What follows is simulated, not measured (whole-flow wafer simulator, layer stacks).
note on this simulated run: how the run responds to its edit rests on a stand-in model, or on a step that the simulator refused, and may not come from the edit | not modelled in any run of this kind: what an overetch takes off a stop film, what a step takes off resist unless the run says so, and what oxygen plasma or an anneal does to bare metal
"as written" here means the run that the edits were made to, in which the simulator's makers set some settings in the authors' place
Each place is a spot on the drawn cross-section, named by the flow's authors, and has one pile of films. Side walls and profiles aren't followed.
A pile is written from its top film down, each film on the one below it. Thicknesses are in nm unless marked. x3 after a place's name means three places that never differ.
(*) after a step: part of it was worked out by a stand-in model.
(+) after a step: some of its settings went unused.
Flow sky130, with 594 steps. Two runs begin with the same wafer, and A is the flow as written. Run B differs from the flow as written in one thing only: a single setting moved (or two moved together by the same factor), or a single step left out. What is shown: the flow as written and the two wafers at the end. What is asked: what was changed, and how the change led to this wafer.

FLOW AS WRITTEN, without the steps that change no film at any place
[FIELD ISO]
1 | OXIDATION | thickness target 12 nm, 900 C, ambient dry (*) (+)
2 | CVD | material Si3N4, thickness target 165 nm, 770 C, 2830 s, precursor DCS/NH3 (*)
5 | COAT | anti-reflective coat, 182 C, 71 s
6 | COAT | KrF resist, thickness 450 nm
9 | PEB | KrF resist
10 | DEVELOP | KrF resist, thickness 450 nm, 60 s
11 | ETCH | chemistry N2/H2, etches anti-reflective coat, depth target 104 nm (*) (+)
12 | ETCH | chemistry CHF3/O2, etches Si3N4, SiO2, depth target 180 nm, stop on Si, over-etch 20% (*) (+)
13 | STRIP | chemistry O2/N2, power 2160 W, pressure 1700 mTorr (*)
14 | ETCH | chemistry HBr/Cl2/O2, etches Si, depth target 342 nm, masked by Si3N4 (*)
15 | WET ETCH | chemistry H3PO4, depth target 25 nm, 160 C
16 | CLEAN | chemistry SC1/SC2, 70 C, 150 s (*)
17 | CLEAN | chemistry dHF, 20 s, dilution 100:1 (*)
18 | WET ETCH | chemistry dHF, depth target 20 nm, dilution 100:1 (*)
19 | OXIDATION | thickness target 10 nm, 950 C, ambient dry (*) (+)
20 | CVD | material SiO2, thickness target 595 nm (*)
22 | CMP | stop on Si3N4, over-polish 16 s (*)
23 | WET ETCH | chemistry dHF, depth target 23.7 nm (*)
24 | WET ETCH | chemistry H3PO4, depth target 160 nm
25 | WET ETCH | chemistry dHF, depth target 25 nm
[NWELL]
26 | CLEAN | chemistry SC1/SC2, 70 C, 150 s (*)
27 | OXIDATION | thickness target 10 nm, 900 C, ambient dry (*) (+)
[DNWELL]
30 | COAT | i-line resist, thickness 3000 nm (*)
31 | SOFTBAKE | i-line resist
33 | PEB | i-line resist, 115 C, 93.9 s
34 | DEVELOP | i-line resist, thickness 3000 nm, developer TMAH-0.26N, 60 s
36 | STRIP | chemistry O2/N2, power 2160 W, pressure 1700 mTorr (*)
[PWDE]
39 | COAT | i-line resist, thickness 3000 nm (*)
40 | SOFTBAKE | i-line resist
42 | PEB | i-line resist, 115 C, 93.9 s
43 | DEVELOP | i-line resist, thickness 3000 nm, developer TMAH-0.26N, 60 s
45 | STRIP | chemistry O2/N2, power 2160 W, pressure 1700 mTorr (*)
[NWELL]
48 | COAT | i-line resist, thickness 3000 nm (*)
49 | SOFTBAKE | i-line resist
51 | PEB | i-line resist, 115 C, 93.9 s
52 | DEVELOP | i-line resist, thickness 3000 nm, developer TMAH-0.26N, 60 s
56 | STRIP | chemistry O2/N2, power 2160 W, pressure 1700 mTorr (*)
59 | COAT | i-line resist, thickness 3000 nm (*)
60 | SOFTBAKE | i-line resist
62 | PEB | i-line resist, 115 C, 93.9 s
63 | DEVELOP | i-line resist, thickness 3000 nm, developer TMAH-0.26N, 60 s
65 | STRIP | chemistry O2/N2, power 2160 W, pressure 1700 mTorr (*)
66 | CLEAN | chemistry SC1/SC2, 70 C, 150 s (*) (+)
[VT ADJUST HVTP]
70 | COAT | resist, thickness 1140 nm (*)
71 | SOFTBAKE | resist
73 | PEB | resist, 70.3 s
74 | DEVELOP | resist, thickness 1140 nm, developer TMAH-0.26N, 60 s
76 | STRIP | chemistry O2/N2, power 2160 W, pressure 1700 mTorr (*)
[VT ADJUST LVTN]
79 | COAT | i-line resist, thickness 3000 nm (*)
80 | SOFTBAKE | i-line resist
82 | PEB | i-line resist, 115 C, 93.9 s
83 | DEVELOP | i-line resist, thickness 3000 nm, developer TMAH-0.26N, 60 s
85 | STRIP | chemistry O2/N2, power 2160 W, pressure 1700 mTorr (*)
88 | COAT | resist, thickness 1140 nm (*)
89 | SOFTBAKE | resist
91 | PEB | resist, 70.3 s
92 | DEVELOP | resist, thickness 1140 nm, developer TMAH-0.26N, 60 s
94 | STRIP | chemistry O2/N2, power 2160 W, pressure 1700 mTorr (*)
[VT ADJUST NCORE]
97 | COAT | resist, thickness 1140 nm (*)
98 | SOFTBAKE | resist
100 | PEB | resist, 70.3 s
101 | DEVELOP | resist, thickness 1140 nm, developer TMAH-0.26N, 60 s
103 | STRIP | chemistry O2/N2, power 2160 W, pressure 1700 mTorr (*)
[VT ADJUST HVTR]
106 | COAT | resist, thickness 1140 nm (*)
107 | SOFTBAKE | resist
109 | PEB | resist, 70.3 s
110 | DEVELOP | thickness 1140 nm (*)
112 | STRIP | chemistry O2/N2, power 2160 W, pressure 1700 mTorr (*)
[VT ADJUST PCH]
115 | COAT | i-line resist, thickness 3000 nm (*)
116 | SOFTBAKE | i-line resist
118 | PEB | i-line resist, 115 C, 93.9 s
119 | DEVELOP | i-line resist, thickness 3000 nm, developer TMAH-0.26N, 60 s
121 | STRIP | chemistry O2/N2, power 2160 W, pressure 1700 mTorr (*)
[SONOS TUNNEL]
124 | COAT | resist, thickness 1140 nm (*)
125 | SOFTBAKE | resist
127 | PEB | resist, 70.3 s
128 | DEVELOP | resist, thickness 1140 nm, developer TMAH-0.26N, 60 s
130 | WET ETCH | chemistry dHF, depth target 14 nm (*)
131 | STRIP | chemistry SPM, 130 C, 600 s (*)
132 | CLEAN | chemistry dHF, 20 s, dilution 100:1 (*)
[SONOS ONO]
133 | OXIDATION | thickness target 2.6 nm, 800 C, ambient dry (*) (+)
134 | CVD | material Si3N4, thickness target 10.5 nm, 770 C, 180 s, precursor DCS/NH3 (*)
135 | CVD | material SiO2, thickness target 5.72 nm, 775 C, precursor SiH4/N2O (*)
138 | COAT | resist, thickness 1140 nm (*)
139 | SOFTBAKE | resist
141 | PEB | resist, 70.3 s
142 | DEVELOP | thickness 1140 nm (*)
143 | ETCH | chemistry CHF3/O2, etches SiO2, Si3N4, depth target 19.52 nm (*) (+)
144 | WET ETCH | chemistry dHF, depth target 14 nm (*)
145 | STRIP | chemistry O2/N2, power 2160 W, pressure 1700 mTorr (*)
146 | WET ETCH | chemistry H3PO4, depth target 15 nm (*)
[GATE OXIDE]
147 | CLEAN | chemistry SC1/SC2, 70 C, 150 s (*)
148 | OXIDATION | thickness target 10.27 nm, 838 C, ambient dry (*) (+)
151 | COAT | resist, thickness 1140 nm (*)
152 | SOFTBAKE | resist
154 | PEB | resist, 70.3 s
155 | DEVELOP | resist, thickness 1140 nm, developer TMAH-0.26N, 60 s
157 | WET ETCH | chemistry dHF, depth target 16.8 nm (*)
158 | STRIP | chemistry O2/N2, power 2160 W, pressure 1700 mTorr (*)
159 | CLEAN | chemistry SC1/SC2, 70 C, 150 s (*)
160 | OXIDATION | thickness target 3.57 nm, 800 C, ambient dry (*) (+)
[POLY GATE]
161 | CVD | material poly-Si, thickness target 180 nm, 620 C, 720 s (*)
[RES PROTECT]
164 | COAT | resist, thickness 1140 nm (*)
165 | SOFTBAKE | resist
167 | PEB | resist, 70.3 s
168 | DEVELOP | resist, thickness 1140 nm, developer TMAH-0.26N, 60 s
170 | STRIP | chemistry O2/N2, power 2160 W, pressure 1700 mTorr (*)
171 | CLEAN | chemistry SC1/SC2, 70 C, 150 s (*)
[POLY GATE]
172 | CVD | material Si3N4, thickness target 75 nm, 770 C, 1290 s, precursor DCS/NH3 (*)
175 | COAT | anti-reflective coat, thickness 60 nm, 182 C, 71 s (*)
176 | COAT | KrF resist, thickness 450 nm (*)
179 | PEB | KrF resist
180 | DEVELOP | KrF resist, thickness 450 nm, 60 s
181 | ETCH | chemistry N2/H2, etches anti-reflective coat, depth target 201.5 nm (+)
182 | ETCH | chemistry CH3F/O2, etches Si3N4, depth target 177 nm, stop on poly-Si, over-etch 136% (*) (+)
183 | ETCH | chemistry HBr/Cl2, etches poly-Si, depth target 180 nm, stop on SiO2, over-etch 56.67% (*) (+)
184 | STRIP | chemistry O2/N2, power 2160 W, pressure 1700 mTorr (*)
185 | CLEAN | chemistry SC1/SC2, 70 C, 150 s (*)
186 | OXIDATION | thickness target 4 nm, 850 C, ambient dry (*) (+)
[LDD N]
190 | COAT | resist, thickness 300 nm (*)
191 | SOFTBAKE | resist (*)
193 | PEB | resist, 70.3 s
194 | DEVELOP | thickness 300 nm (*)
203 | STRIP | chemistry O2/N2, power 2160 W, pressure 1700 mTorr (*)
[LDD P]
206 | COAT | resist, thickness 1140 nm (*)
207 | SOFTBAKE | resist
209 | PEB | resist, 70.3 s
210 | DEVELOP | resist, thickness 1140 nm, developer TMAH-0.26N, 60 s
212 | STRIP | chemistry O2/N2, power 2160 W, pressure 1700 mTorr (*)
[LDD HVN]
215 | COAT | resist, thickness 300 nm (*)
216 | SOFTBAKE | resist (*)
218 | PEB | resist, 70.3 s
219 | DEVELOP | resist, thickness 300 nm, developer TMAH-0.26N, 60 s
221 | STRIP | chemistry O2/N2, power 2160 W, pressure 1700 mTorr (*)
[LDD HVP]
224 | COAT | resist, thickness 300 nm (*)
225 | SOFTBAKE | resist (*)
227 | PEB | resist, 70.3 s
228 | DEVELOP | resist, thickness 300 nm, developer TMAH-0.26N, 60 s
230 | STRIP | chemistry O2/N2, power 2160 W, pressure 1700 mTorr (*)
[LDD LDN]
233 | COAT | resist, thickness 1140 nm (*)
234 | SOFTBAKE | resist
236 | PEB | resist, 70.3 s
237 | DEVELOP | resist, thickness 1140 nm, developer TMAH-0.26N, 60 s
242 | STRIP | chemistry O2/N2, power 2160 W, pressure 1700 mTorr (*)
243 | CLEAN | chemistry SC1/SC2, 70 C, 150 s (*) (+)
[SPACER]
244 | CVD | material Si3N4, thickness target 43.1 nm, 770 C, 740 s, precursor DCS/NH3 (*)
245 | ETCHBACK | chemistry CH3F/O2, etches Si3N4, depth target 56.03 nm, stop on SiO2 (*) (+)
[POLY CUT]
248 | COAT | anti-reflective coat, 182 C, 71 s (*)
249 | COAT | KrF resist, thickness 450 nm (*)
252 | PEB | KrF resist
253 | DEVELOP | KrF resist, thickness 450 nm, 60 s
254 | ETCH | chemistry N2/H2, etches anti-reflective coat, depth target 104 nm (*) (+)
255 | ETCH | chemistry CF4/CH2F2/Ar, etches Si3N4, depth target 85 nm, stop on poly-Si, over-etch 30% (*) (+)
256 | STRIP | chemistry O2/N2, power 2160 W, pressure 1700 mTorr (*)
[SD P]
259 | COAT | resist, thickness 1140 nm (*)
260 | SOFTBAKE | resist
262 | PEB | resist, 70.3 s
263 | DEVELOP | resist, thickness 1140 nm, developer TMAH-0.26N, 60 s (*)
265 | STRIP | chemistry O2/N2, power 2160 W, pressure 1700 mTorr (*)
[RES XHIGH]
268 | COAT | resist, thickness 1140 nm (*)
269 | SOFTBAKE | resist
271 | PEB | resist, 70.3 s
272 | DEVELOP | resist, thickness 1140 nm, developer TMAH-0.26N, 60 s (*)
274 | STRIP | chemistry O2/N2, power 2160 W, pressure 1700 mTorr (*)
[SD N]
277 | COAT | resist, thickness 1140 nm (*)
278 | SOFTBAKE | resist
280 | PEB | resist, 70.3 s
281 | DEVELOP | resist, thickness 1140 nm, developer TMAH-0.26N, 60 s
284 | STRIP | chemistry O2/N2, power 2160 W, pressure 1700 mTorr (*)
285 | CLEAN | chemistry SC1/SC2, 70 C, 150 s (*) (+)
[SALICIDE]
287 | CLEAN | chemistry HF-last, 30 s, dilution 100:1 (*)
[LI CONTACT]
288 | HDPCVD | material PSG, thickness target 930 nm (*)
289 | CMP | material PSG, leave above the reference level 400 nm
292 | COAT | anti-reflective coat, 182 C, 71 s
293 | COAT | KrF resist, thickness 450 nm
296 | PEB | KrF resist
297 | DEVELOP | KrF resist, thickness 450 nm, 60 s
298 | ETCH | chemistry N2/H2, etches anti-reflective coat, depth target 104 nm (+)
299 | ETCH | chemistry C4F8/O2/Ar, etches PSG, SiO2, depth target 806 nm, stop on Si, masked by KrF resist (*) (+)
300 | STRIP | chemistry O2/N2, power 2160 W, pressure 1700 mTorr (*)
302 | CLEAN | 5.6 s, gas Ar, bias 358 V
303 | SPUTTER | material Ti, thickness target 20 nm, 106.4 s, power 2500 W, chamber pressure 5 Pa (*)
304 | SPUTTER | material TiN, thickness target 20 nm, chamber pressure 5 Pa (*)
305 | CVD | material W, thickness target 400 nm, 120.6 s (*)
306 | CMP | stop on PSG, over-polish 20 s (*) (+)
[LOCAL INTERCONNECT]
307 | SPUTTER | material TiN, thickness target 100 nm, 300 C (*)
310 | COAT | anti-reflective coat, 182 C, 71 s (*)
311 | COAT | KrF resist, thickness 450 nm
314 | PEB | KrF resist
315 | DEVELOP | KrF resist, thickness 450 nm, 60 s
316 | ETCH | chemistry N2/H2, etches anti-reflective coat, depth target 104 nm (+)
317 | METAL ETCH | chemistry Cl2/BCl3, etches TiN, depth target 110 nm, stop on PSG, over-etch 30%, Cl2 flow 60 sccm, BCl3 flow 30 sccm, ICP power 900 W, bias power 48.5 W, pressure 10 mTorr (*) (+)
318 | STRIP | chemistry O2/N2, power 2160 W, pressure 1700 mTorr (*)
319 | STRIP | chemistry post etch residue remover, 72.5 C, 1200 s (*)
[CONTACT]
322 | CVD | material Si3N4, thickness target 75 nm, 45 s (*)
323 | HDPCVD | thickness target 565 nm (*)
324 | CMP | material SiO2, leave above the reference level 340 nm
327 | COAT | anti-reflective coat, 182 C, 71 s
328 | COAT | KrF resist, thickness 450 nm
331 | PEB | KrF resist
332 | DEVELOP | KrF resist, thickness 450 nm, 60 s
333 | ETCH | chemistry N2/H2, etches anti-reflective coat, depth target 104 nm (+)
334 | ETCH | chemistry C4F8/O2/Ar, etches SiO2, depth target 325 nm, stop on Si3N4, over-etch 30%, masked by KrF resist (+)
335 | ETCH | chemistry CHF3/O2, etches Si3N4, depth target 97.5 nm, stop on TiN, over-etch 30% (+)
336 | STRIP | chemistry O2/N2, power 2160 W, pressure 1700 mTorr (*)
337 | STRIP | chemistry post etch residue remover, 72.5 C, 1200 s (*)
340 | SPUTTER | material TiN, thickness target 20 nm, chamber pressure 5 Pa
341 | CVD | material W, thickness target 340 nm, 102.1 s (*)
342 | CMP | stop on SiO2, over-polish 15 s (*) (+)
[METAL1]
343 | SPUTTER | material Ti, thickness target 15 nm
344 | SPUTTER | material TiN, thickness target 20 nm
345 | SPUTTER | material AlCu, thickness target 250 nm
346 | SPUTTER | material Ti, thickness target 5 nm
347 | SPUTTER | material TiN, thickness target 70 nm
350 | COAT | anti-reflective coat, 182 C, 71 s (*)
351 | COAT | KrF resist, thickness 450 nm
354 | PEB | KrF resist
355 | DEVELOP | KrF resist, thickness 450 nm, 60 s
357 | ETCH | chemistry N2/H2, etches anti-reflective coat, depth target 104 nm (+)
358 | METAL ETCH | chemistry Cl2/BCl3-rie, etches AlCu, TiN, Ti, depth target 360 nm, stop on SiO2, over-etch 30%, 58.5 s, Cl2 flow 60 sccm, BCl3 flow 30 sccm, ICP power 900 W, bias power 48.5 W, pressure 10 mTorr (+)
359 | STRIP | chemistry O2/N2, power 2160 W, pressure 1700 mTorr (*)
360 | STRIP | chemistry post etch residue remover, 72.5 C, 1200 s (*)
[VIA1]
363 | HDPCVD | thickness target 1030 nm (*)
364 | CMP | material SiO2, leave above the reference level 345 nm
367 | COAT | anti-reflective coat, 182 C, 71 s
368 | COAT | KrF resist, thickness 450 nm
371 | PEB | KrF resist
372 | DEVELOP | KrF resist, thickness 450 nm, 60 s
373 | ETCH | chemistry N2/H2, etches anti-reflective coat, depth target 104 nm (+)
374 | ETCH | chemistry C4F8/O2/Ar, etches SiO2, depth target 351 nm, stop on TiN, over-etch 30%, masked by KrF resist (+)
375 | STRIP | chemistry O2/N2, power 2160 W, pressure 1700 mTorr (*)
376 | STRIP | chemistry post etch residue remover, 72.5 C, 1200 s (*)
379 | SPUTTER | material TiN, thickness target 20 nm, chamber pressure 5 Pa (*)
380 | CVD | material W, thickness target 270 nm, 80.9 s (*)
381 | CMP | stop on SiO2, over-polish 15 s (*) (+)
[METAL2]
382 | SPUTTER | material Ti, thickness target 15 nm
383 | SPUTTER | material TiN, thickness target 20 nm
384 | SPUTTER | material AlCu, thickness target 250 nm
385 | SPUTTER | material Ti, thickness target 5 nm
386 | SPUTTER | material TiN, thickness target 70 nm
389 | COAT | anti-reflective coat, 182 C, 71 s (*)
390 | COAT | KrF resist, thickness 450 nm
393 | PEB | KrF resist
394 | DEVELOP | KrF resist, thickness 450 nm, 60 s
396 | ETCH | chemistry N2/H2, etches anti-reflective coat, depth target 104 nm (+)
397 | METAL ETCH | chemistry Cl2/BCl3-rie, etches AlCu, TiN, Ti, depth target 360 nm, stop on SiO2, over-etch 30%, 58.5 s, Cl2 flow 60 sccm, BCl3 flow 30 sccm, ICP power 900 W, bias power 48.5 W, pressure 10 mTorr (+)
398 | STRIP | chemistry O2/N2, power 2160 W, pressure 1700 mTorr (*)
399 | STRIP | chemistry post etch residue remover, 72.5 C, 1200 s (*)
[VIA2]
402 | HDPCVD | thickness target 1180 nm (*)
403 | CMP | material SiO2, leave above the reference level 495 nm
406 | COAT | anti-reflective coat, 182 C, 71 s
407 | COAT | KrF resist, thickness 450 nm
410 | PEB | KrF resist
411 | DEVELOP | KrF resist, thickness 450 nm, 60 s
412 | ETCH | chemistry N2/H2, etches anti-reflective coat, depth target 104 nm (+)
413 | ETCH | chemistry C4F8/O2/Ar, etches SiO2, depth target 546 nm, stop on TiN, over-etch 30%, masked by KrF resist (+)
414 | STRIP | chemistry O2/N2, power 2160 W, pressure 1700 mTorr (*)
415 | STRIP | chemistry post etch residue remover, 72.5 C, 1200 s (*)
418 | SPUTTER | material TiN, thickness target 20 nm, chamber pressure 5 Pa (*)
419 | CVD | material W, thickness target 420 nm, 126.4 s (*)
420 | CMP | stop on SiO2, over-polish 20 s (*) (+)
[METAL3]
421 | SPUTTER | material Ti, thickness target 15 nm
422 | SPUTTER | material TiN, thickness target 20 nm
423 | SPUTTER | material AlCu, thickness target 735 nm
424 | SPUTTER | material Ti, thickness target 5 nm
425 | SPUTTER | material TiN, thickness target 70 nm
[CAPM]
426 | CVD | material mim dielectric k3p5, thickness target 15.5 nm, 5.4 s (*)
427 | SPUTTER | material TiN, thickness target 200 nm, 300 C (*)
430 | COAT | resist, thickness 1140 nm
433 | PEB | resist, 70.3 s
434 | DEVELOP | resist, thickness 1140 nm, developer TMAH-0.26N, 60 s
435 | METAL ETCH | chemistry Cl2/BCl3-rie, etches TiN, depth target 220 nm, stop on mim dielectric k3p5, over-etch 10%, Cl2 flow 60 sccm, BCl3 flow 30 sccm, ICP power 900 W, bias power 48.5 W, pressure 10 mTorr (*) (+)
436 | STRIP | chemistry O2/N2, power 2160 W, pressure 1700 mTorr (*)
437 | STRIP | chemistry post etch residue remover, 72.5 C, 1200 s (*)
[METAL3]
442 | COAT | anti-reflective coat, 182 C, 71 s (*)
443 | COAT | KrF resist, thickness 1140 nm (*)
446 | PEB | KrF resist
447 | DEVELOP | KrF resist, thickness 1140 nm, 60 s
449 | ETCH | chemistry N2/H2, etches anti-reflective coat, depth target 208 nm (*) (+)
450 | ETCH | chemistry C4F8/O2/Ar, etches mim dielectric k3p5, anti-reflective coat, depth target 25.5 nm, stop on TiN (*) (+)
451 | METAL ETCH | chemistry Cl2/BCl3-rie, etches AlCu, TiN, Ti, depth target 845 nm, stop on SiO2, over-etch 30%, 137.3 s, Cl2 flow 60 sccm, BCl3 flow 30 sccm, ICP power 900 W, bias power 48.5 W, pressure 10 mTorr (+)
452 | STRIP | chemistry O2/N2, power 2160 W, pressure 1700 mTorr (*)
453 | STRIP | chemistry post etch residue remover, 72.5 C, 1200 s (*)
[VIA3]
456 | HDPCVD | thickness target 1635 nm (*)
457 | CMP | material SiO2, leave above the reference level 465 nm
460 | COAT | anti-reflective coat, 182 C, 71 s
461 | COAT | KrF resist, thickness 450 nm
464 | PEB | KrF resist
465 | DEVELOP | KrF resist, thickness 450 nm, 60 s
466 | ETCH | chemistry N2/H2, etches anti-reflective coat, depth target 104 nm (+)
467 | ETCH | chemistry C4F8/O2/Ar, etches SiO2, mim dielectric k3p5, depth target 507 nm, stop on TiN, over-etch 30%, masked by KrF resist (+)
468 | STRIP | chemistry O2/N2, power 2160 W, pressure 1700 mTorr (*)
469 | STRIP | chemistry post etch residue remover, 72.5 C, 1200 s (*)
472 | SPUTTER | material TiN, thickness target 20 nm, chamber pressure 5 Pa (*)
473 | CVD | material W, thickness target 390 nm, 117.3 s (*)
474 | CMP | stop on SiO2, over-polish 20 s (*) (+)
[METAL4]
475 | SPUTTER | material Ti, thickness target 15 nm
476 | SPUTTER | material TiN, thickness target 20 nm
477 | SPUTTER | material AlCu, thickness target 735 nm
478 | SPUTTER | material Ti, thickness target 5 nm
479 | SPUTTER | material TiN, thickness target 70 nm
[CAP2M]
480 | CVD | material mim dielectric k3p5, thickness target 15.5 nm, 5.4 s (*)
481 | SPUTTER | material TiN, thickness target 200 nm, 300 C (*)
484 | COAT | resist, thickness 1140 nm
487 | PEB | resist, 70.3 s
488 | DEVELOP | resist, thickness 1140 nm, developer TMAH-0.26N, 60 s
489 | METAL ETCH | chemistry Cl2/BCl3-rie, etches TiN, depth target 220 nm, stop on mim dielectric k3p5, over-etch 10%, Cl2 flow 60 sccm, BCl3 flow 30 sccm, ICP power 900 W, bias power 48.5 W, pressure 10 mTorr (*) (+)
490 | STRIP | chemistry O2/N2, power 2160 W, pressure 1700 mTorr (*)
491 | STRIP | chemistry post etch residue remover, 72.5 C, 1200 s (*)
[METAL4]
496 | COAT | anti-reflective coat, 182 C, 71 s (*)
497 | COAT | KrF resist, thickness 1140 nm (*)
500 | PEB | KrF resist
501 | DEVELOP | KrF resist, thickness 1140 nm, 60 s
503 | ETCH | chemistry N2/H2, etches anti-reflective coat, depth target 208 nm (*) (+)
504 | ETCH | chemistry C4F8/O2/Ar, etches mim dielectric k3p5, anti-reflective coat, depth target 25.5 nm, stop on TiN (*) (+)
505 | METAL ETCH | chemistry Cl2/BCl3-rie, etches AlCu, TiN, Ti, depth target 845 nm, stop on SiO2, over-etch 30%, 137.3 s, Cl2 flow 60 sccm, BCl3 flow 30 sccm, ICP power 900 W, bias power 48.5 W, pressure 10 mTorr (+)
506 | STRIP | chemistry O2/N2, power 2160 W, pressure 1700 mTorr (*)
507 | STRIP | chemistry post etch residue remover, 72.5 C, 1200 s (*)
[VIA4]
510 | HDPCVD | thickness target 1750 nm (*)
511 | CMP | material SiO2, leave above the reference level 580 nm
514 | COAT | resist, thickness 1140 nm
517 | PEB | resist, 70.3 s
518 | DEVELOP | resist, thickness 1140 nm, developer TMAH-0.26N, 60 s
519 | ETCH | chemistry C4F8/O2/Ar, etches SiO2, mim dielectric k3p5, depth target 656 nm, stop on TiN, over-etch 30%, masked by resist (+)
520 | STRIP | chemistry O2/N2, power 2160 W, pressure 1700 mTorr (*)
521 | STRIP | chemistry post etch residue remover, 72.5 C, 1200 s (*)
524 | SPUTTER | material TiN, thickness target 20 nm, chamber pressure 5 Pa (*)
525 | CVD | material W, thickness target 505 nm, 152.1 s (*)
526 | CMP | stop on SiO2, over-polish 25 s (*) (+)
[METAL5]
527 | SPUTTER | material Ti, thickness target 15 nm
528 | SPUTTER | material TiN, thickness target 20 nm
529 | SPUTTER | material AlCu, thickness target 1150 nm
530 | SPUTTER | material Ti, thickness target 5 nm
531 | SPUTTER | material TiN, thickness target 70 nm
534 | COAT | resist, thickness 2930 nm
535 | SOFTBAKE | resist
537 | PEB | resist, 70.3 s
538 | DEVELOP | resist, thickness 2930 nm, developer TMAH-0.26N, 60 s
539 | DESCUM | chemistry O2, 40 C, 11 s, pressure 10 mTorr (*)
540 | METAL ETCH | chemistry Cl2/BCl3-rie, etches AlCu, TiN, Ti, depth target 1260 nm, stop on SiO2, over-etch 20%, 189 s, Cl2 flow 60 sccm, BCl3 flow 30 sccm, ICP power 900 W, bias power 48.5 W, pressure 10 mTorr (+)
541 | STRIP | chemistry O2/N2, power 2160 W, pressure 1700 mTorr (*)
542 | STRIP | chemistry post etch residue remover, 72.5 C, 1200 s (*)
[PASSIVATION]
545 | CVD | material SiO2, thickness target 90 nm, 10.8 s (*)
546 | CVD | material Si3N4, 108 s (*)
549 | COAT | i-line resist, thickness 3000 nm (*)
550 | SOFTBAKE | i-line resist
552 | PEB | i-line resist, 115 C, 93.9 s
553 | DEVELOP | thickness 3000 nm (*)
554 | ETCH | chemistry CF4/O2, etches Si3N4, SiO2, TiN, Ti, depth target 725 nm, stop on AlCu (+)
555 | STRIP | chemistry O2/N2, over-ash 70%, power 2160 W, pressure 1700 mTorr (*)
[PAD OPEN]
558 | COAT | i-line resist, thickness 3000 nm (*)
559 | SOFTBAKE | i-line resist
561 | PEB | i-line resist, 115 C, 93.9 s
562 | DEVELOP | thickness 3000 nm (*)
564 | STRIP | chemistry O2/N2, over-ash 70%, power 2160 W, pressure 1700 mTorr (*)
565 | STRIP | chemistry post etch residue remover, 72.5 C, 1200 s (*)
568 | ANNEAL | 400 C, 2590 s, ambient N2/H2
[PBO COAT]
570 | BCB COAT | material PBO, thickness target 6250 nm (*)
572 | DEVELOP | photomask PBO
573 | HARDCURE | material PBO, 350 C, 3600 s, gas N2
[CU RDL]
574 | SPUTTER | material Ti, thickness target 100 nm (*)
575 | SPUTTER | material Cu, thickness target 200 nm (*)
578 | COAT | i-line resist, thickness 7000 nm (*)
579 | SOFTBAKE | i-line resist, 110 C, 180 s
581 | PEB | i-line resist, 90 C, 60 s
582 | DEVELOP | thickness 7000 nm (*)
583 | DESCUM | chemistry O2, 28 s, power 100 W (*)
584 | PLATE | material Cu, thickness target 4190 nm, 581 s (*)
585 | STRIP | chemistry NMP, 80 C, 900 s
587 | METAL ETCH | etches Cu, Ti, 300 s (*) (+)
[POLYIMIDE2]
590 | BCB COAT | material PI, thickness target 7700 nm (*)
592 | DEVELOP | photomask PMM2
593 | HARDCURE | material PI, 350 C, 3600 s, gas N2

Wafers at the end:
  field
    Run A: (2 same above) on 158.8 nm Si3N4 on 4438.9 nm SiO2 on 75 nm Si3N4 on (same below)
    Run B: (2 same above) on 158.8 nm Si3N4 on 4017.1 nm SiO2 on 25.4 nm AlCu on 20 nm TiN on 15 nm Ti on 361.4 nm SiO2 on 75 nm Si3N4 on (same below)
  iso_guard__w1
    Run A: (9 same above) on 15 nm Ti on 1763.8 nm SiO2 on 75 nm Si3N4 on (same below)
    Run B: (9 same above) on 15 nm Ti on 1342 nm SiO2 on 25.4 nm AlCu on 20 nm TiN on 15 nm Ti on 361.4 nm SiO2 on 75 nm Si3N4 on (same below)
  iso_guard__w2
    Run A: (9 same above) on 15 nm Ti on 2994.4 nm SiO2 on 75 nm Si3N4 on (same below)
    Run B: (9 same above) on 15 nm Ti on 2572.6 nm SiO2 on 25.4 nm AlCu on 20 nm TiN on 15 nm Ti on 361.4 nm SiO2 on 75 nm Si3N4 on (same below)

What caused this: step 358, METAL ETCH: depth target 225 nm was run, while the flow as written has depth target 360 nm; step 358, METAL ETCH: 36.6 s was run, where the flow has 58.5 s.

The path from the change to this, step by step:
  358 | METAL ETCH | chemistry Cl2/BCl3-rie, etches AlCu, TiN, Ti, depth target 360 nm, stop on SiO2, over-etch 30%, 58.5 s, Cl2 flow 60 sccm, BCl3 flow 30 sccm, ICP power 900 W, bias power 48.5 W, pressure 10 mTorr (+)
      field, active, gate and 81 more: A TiN loses 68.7 (all of it), Ti loses 5 (all of it), AlCu loses 250 (all of it), TiN loses 20 (all of it), Ti loses 15 (all of it), SiO2 loses 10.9 | B TiN loses 68.7 (all of it), Ti loses 5 (all of it), AlCu loses 218.8
      n_well, p_well, gate_hv and 93 more: A KrF resist loses 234 | B KrF resist loses 146.2
      (also at 11 further places)
  359 | STRIP | chemistry O2/N2, power 2160 W, pressure 1700 mTorr (*)
      n_well, p_well, gate_hv and 100 more: A KrF resist loses 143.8 (all of it), anti-reflective coat loses 80 (all of it) | B KrF resist loses 231.6 (all of it), anti-reflective coat loses 80 (all of it)
      poly_licon, ndiff_licon, ndiff_licon_cpp, rpo_hd_licon: A KrF resist loses 143.9 (all of it), anti-reflective coat loses 80.5 (all of it) | B KrF resist loses 231.6 (all of it), anti-reflective coat loses 80.5 (all of it)
  360 | STRIP | chemistry post etch residue remover, 72.5 C, 1200 s (*)
      field, active, gate and 81 more: A nothing | B AlCu loses 5.72
  363 | HDPCVD | thickness target 1030 nm (*)
      field, active, gate and 81 more: A SiO2 gains 1030 | B SiO2 gains 1030 (new film)
  364 | CMP | material SiO2, leave above the reference level 345 nm
      field, active, gate and 81 more: A SiO2 loses 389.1 | B SiO2 loses 460.4
With metal films that touch counted as one body, field has 1 body; the flow as written gives 0 bodies.
With metal films that touch counted as one body, iso_guard__w1 has 2 bodies (between them, from the top down: SiO2 1342); the flow as written gives 1 body.
With metal films that touch counted as one body, iso_guard__w2 has 2 bodies (between them, from the top down: SiO2 2572.6); the flow as written gives 1 body.
